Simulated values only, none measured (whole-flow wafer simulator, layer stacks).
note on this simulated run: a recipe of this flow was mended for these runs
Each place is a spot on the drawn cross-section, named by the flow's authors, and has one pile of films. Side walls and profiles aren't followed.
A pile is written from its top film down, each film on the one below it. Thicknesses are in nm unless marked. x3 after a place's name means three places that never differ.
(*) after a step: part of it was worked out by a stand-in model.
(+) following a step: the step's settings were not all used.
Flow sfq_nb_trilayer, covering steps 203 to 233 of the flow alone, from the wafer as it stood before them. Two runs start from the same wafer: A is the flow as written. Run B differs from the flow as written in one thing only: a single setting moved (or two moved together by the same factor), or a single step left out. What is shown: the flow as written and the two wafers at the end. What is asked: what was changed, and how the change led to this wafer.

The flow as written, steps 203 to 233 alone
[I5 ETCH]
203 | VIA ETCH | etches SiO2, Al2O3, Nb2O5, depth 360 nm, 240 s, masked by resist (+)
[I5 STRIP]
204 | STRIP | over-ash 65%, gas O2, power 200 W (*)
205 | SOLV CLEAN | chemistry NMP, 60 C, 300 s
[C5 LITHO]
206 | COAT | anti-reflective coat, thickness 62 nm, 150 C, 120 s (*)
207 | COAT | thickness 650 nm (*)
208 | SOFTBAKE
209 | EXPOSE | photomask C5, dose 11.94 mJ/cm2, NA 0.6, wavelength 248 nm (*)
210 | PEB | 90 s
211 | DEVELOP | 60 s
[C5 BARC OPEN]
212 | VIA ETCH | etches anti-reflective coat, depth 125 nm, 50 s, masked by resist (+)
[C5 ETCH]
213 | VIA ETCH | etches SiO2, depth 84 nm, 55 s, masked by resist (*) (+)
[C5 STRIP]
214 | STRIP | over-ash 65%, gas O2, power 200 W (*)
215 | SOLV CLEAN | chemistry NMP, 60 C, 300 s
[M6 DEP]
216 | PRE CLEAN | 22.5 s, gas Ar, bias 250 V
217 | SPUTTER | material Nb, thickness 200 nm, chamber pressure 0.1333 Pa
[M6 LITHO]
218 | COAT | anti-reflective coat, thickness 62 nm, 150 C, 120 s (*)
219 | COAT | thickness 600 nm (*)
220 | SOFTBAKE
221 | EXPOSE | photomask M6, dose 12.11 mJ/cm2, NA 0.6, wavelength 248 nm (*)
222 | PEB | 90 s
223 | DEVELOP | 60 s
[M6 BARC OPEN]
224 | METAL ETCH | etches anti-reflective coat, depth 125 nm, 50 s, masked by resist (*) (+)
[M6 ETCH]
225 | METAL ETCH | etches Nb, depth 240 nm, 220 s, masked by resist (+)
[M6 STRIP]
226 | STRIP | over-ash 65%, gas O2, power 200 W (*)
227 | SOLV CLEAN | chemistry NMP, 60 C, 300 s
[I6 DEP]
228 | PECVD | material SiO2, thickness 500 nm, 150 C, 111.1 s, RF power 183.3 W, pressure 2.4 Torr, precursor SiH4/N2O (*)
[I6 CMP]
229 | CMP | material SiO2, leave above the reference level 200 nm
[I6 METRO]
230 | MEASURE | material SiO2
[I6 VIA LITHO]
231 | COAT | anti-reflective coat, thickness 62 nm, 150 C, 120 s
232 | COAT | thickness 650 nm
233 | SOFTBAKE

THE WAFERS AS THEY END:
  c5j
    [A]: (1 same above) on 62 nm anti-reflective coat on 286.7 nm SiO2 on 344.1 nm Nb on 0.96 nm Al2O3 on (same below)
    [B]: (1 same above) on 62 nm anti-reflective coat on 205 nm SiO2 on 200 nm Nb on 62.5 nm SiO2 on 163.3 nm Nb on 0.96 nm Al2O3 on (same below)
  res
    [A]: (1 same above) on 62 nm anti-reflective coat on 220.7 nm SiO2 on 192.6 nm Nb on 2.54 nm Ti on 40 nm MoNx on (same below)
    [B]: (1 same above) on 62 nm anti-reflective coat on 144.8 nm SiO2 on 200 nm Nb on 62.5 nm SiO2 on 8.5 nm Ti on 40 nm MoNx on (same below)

The reason: step 204, STRIP: over-ash 65%, gas O2, power 200 W (*), was skipped.

How this came from the change, step by step:
  206 | COAT | anti-reflective coat, thickness 62 nm, 150 C, 120 s (*)
      r5r_spacepad_l, r5r_spacepad_r: A +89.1 anti-reflective coat (new film) | B +54.7 anti-reflective coat (new film)
      via_wr: A +64.4 anti-reflective coat (new film) | B +62.7 anti-reflective coat (new film)
      (also at 23 further places)
  207 | COAT | thickness 650 nm (*)
      wire: A +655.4 KrF-resist-other-grade (new film) | B +626.1 KrF-resist-other-grade (new film)
      be: A +815 KrF-resist-other-grade (new film) | B +1092.8 KrF-resist-other-grade (new film)
      (also at 4 further places)
  210 | PEB | 90 s
      be: A -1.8 KrF-resist-other-grade | B -2.54 KrF-resist-other-grade
  211 | DEVELOP | 60 s
      res: A -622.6 KrF-resist-other-grade (all of it) | B -637.1 KrF-resist-other-grade (all of it)
  212 | VIA ETCH | etches anti-reflective coat, depth 125 nm, 50 s, masked by resist (+)
      c5j: A -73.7 anti-reflective coat (all of it), -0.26 SiO2 | B -64.8 anti-reflective coat (all of it)
  213 | VIA ETCH | etches SiO2, depth 84 nm, 55 s, masked by resist (*) (+)
      c5j: A -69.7 SiO2 (all of it), -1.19 Nb | B -14.5 KrF-resist-other-grade
      res: A -69.7 SiO2 (all of it), -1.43 Ti | B -14.5 KrF-resist-other-grade
  214 | STRIP | over-ash 65%, gas O2, power 200 W (*)
      wl_b_sr, wl_c_sl, wl_c_m6 and 7 more: A -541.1 KrF-resist-other-grade (all of it), -62 anti-reflective coat (all of it) | B -540.6 KrF-resist-other-grade (all of it), -62 anti-reflective coat (all of it), -315.6 KrF-resist-other-grade (all of it), -62 anti-reflective coat (all of it)
      m0r_line_l x2, m0r_line_r x2, m6r_line_l, m6r_line_r: A -541.2 KrF-resist-other-grade (all of it), -62 anti-reflective coat (all of it) | B -536.2 KrF-resist-other-grade (all of it), -62.2 anti-reflective coat (all of it), -315.7 KrF-resist-other-grade (all of it), -62 anti-reflective coat (all of it)
      (also at 90 further places)
  216 | PRE CLEAN | 22.5 s, gas Ar, bias 250 V
      c5j: A -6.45 Nb | B -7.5 SiO2
      res: A -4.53 Ti | B -7.5 SiO2
  217 | SPUTTER | material Nb, thickness 200 nm, chamber pressure 0.1333 Pa
      c5j: A +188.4 Nb | B +200 Nb (new film)
      res: A +192.6 Nb (new film) | B +200 Nb (new film)
  218 | COAT | anti-reflective coat, thickness 62 nm, 150 C, 120 s (*)
      be_sur: A +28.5 anti-reflective coat (new film) | B +27 anti-reflective coat (new film)
      jj_sur: A +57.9 anti-reflective coat (new film) | B +67.6 anti-reflective coat (new film)
      (also at 11 further places)
  219 | COAT | thickness 600 nm (*)
      res: A +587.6 KrF-resist-other-grade (new film) | B +574.3 KrF-resist-other-grade (new film)
  224 | METAL ETCH | etches anti-reflective coat, depth 125 nm, 50 s, masked by resist (*) (+)
      moat: A -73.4 anti-reflective coat (all of it) | B -75.3 anti-reflective coat (all of it)
      field_r: A -67 anti-reflective coat (all of it) | B -64.3 anti-reflective coat (all of it)
      (also at 1 further place)
  226 | STRIP | over-ash 65%, gas O2, power 200 W (*)
      be_sur: A -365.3 KrF-resist-other-grade (all of it), -28.5 anti-reflective coat (all of it) | B -368 KrF-resist-other-grade (all of it), -27 anti-reflective coat (all of it)
      jj_sur: A -361.7 KrF-resist-other-grade (all of it), -57.9 anti-reflective coat (all of it) | B -357.6 KrF-resist-other-grade (all of it), -67.6 anti-reflective coat (all of it)
      (also at 8 further places)
  228 | PECVD | material SiO2, thickness 500 nm, 150 C, 111.1 s, RF power 183.3 W, pressure 2.4 Torr, precursor SiH4/N2O (*)
      c5j: A +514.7 SiO2 (new film) | B +500 SiO2 (new film)
  229 | CMP | material SiO2, leave above the reference level 200 nm
      c5j: A -228 SiO2 | B -295 SiO2
      res: A -279.3 SiO2 | B -355.2 SiO2
If metal films that touch count as one body, c5j has 4 bodies (between them, from the top down: SiO2 62.5; Al2O3 0.96; SiO2 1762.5); the flow as written gives 3 bodies (between them, from the top down: Al2O3 0.96; SiO2 1762.5).
If metal films that touch count as one body, res has 3 bodies (between them, from the top down: SiO2 62.5; SiO2 2090.9); the flow as written gives 2 bodies (between them, from the top down: SiO2 2090.9).
